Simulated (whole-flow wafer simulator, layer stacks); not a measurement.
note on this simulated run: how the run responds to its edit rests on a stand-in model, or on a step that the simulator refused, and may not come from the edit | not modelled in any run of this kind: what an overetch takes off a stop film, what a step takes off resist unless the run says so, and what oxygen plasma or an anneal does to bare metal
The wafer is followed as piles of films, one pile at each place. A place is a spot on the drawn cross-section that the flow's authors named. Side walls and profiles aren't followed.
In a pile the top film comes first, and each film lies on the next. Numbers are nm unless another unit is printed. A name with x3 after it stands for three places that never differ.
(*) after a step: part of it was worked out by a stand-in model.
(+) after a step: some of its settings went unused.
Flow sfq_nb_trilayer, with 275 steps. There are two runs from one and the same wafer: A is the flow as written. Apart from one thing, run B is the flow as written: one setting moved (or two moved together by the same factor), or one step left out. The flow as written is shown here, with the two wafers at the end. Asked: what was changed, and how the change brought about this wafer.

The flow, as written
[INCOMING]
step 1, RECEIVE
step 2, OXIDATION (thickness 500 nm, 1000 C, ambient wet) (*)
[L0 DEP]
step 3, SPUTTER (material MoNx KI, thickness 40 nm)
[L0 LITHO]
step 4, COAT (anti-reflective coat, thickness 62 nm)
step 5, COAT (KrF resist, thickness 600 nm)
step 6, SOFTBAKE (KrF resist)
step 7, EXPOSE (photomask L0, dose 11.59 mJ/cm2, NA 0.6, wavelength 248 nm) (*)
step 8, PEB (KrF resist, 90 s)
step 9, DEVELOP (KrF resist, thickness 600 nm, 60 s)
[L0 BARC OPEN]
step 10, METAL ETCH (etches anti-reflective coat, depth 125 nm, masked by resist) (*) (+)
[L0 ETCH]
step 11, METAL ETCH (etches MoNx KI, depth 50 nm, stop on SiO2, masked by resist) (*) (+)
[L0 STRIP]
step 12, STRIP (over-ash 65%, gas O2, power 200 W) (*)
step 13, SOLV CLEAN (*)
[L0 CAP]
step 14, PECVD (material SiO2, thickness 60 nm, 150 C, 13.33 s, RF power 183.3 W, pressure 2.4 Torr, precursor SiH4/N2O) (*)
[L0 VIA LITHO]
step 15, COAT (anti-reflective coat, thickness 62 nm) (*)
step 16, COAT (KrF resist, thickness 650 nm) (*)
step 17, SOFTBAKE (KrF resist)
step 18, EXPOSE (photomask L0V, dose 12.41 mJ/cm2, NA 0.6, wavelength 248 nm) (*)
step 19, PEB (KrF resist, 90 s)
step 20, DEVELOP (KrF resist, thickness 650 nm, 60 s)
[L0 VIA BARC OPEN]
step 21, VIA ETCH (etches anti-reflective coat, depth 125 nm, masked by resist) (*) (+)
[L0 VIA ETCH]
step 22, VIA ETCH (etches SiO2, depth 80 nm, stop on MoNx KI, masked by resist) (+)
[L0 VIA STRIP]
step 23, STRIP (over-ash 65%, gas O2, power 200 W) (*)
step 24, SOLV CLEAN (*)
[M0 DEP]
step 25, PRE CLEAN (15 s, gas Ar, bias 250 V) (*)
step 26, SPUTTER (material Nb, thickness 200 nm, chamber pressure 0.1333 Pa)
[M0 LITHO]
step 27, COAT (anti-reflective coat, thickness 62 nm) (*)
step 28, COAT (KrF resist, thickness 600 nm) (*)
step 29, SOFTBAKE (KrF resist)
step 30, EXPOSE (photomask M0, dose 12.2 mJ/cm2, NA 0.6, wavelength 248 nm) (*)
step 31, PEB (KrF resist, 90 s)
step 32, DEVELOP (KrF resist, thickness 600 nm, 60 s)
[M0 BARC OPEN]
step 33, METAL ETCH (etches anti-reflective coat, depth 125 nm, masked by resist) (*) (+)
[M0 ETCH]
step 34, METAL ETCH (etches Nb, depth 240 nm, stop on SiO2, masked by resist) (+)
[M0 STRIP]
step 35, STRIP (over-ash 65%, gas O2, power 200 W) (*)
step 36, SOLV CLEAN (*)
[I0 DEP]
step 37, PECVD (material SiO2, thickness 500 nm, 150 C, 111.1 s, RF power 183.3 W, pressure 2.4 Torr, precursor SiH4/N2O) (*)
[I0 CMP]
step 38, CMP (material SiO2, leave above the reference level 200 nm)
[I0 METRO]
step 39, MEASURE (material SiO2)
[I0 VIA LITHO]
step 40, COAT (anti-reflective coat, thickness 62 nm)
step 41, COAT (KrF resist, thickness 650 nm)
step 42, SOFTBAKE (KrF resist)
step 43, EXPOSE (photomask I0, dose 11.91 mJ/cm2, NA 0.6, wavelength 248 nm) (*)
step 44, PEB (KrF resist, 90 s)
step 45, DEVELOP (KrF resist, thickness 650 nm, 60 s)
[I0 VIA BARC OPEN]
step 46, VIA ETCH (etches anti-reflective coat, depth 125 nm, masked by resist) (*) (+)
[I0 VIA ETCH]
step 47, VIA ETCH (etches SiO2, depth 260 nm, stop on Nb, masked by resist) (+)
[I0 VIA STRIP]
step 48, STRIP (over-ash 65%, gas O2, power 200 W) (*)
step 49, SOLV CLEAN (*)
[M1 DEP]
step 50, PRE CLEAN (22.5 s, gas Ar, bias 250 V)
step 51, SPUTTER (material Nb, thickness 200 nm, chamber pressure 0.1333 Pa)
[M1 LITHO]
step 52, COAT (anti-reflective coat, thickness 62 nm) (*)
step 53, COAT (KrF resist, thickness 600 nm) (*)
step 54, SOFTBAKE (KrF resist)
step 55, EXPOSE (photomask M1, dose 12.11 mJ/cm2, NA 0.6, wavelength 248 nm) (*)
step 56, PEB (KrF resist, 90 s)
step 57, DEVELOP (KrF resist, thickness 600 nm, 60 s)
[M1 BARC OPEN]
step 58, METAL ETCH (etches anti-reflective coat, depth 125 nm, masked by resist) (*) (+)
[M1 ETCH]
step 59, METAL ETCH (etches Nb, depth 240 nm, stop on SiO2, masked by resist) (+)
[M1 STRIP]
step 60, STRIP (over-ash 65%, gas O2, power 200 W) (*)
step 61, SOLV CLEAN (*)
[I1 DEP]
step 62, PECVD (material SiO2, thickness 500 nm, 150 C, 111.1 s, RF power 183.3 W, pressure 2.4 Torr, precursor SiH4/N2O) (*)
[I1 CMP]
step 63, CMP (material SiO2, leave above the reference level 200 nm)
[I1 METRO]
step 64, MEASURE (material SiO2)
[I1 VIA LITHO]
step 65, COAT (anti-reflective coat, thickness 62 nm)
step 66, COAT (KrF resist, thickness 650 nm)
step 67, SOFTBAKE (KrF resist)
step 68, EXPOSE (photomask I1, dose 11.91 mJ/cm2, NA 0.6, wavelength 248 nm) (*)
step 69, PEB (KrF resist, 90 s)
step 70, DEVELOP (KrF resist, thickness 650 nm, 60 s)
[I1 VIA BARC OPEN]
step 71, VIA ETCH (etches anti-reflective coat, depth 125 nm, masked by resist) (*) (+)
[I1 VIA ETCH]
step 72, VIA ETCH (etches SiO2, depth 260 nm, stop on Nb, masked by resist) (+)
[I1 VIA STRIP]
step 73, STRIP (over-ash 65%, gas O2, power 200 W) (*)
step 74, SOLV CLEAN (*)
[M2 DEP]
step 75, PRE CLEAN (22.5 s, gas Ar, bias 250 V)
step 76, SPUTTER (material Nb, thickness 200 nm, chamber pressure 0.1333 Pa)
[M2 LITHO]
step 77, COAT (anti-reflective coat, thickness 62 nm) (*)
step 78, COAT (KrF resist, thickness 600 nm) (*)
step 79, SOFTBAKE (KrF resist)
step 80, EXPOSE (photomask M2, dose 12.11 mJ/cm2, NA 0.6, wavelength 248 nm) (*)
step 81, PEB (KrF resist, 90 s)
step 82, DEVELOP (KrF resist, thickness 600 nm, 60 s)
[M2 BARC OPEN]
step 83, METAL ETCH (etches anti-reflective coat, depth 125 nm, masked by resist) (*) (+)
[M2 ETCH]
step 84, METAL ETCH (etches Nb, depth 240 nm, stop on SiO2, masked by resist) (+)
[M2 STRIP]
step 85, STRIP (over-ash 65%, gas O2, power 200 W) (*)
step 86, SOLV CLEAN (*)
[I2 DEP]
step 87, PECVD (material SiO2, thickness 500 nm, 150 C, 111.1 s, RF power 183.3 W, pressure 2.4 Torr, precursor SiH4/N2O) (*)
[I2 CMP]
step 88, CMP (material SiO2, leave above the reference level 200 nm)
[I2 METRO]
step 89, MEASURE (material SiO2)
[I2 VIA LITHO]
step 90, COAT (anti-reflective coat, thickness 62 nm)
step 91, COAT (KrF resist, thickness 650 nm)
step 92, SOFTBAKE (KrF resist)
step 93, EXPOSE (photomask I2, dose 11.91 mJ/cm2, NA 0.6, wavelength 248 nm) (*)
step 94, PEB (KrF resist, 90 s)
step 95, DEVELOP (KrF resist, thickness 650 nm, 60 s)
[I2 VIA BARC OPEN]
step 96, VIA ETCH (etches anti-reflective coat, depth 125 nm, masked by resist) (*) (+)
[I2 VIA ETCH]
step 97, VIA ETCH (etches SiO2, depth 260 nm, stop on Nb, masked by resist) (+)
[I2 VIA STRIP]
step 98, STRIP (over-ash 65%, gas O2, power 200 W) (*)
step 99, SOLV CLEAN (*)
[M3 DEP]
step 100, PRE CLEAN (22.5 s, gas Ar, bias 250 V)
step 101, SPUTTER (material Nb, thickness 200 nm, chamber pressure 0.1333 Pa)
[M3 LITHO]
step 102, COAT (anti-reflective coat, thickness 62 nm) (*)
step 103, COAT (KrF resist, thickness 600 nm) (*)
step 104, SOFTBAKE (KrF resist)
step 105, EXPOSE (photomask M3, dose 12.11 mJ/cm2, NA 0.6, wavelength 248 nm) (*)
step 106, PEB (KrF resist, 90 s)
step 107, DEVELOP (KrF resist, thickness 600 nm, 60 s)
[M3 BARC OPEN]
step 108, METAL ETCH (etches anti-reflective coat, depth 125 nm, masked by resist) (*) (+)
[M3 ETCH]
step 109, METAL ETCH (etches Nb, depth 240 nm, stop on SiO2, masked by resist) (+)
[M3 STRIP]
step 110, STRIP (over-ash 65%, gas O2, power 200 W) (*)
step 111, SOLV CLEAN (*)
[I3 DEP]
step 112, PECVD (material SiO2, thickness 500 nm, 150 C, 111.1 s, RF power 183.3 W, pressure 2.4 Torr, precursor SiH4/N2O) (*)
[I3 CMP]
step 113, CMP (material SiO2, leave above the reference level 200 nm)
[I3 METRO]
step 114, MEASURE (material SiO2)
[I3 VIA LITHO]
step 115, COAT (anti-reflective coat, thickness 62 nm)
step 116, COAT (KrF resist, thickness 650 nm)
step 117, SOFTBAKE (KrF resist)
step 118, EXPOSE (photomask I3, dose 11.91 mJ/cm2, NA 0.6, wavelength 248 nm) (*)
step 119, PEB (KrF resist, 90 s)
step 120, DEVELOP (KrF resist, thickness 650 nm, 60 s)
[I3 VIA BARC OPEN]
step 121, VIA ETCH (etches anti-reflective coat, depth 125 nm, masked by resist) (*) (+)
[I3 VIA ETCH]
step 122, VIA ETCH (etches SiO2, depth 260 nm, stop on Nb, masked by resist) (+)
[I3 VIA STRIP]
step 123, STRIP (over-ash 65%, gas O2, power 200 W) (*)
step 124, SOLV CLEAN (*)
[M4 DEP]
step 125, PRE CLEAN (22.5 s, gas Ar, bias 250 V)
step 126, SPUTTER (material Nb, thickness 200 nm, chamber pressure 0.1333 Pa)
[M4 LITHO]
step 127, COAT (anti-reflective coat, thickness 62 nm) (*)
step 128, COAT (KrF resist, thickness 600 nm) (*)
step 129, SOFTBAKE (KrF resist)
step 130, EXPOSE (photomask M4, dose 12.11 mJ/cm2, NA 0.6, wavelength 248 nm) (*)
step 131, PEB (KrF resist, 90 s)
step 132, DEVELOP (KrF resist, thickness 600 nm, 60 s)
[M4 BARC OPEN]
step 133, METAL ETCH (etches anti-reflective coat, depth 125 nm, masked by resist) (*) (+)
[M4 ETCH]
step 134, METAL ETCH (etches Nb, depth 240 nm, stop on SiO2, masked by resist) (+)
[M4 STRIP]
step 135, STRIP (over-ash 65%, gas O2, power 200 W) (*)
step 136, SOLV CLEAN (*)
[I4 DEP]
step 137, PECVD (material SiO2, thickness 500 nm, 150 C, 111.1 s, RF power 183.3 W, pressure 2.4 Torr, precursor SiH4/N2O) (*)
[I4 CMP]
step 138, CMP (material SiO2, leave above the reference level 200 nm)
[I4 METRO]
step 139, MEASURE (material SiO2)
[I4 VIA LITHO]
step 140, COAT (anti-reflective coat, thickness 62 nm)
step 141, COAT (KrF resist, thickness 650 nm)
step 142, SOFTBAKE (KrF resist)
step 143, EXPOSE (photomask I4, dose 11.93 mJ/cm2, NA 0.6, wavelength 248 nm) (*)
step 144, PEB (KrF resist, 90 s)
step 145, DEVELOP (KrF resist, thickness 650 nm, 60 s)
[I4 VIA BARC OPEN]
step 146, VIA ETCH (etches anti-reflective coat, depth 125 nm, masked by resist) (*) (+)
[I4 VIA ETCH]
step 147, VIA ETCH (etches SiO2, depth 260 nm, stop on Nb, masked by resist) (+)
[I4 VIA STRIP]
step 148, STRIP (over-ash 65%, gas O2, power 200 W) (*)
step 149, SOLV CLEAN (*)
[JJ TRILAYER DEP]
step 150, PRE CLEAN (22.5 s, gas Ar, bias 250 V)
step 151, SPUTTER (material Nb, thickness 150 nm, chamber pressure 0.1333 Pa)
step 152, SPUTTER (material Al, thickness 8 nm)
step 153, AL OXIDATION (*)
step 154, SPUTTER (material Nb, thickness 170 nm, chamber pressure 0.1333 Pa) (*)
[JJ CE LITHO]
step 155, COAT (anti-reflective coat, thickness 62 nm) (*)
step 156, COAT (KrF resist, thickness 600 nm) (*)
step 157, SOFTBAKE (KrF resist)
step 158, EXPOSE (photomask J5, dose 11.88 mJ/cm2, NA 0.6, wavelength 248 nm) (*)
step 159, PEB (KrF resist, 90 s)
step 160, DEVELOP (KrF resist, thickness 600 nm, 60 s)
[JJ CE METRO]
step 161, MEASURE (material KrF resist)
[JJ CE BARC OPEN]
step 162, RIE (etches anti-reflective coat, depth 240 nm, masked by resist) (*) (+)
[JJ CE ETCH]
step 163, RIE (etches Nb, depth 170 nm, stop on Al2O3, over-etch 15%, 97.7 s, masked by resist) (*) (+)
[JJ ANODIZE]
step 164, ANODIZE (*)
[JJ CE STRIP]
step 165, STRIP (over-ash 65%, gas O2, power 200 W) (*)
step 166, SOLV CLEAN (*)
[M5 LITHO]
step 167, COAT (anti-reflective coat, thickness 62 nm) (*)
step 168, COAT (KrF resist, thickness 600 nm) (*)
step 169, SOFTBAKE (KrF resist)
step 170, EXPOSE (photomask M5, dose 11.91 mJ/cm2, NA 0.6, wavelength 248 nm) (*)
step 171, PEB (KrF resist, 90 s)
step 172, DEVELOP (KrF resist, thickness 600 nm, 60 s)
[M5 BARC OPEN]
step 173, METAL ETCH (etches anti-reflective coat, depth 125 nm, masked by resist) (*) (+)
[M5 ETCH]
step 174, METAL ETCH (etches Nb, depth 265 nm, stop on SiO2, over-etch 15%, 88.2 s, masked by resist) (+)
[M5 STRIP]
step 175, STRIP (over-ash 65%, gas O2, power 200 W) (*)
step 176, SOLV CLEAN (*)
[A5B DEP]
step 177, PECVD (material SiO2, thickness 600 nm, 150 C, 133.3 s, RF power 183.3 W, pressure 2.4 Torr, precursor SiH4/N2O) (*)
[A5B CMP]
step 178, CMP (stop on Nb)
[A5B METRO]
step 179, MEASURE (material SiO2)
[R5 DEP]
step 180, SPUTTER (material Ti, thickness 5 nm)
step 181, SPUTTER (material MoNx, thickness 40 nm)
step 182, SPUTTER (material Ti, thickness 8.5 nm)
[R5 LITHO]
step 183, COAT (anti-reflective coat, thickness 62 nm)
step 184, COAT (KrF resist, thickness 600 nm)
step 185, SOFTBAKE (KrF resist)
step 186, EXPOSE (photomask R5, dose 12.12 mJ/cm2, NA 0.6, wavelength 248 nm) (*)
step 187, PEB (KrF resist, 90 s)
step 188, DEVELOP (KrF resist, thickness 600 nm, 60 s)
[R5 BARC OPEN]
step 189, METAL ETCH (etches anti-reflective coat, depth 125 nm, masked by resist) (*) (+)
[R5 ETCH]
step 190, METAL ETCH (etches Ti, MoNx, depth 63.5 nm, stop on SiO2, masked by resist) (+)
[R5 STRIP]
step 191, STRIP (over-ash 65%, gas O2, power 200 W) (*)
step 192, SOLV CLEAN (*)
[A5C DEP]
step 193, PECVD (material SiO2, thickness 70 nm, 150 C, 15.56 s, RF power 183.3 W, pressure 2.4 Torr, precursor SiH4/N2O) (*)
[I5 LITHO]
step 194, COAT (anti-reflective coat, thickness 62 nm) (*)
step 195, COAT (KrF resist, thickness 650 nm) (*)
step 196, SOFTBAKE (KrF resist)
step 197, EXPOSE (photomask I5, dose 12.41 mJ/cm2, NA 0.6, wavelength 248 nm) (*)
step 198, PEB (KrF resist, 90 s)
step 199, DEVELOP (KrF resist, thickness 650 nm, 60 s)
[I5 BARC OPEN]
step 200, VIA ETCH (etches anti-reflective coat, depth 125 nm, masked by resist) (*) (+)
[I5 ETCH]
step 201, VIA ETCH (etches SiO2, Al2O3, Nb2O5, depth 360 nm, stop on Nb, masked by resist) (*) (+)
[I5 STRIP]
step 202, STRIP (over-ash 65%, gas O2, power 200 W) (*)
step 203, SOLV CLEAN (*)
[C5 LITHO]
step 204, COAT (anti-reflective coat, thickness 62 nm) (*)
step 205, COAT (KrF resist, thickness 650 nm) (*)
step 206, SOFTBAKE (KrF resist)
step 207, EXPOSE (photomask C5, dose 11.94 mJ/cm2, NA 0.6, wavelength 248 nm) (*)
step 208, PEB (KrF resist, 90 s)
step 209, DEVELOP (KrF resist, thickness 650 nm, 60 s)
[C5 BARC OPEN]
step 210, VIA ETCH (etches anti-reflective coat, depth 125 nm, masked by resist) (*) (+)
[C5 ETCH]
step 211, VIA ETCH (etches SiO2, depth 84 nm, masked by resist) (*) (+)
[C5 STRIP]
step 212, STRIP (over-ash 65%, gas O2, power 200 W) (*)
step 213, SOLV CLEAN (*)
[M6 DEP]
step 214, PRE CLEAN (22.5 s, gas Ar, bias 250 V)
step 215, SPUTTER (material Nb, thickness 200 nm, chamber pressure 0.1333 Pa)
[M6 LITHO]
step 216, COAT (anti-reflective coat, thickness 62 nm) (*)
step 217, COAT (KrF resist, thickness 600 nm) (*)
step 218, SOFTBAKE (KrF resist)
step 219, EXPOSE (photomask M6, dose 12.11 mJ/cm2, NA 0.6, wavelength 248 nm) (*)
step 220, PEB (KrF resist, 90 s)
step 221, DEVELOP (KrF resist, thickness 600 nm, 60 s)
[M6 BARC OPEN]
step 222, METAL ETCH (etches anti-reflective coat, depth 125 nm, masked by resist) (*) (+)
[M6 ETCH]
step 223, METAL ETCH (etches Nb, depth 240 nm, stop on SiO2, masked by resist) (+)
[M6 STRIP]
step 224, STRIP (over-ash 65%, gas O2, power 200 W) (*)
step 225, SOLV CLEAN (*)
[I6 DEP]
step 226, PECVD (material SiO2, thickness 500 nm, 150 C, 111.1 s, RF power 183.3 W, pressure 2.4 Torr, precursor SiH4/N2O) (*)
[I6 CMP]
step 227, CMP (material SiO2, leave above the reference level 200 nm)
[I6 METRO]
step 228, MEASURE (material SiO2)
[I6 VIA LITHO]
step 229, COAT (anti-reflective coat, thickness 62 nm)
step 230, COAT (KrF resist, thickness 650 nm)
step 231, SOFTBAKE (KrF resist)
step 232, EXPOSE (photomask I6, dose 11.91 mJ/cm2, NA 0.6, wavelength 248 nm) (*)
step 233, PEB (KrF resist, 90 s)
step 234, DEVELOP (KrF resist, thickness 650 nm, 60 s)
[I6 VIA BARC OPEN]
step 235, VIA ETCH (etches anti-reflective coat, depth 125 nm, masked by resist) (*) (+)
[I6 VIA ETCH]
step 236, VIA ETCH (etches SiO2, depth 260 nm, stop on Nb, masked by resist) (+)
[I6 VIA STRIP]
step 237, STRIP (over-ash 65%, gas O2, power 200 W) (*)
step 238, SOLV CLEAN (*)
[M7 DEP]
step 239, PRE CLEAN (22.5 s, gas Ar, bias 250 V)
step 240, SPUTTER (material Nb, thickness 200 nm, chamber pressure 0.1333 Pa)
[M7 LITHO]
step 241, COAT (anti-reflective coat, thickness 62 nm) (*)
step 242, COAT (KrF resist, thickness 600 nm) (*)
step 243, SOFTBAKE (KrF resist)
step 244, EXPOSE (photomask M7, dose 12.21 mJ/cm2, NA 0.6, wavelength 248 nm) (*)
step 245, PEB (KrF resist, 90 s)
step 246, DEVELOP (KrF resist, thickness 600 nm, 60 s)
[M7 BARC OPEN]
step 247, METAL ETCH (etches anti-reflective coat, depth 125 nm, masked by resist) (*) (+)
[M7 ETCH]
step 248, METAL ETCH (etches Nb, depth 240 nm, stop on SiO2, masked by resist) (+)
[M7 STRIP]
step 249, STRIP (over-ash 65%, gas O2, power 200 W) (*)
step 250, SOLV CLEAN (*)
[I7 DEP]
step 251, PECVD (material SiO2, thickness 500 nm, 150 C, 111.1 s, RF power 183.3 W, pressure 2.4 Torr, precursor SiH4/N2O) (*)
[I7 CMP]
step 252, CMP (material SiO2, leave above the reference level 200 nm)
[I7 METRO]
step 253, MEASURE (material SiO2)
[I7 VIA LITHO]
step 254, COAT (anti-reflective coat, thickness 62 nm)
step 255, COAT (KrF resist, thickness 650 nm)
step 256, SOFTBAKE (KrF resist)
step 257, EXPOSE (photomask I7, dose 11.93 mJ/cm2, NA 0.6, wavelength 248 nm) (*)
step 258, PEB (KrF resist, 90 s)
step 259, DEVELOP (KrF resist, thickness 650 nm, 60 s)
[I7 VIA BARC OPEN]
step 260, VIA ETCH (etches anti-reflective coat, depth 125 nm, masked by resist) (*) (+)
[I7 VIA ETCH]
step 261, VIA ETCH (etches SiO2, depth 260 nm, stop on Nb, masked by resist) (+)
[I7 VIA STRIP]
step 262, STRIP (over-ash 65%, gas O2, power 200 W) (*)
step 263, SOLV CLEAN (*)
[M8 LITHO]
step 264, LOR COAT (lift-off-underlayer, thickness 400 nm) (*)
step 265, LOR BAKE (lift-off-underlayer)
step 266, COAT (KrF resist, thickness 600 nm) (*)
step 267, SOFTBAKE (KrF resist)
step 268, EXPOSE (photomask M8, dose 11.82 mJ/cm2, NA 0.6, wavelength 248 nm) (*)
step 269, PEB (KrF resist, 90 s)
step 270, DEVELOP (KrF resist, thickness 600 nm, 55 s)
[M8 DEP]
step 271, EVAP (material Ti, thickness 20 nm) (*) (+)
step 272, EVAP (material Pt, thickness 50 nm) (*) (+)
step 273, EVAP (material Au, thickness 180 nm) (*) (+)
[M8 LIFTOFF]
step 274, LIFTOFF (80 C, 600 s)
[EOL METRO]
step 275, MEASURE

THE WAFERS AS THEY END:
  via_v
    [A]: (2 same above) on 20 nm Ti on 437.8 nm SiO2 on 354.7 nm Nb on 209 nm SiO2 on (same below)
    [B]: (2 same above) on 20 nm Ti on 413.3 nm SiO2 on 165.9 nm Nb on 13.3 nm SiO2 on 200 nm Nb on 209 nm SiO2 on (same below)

What caused this: step 236, VIA ETCH: depth 179 nm was run, though the flow has depth 260 nm.

The path from the change to this, step by step:
  step 236, VIA ETCH (etches SiO2, depth 260 nm, stop on Nb, masked by resist) (+)
      via_v: A SiO2 loses 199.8 (all of it) | B SiO2 loses 179
      field_l, v_sur, via_wl and 102 more: A KrF resist loses 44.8 | B KrF resist loses 30.9
  step 237, STRIP (over-ash 65%, gas O2, power 200 W) (*)
      field_l, v_sur, via_wl and 102 more: A KrF resist loses 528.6 (all of it), anti-reflective coat loses 62 (all of it) | B KrF resist loses 542.6 (all of it), anti-reflective coat loses 62 (all of it)
  step 239, PRE CLEAN (22.5 s, gas Ar, bias 250 V)
      via_v: A Nb loses 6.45 | B SiO2 loses 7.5
  step 240, SPUTTER (material Nb, thickness 200 nm, chamber pressure 0.1333 Pa)
      via_v: A Nb gains 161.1 | B Nb gains 165.9 (new film)
  step 241, COAT (anti-reflective coat, thickness 62 nm) (*)
      via_v: A anti-reflective coat gains 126 (new film) | B anti-reflective coat gains 114.7 (new film)
      wire: A anti-reflective coat gains 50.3 (new film) | B anti-reflective coat gains 48.7 (new film)
  step 249, STRIP (over-ash 65%, gas O2, power 200 W) (*)
      via_v: A KrF resist loses 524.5 (all of it), anti-reflective coat loses 126 (all of it) | B KrF resist loses 512.8 (all of it), anti-reflective coat loses 114.7 (all of it)
      wire: A KrF resist loses 374.1 (all of it), anti-reflective coat loses 50.3 (all of it) | B KrF resist loses 376.4 (all of it), anti-reflective coat loses 48.7 (all of it)
  step 251, PECVD (material SiO2, thickness 500 nm, 150 C, 111.1 s, RF power 183.3 W, pressure 2.4 Torr, precursor SiH4/N2O) (*)
      via_v: A SiO2 gains 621 (new film) | B SiO2 gains 570.4 (new film)
  step 252, CMP (material SiO2, leave above the reference level 200 nm)
      via_v: A SiO2 loses 183.1 | B SiO2 loses 157.1
With metal films that touch counted as one body, via_v has 7 bodies (between them, from the top down: SiO2 413.3; SiO2 13.3; SiO2 209 / Al2O3 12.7 / Nb2O5 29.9; SiO2 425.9; SiO2 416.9; SiO2 192.5); the flow as written gives 6 bodies (between them, from the top down: SiO2 437.8; SiO2 209 / Al2O3 12.7 / Nb2O5 29.9; SiO2 425.9; SiO2 416.9; SiO2 192.5).
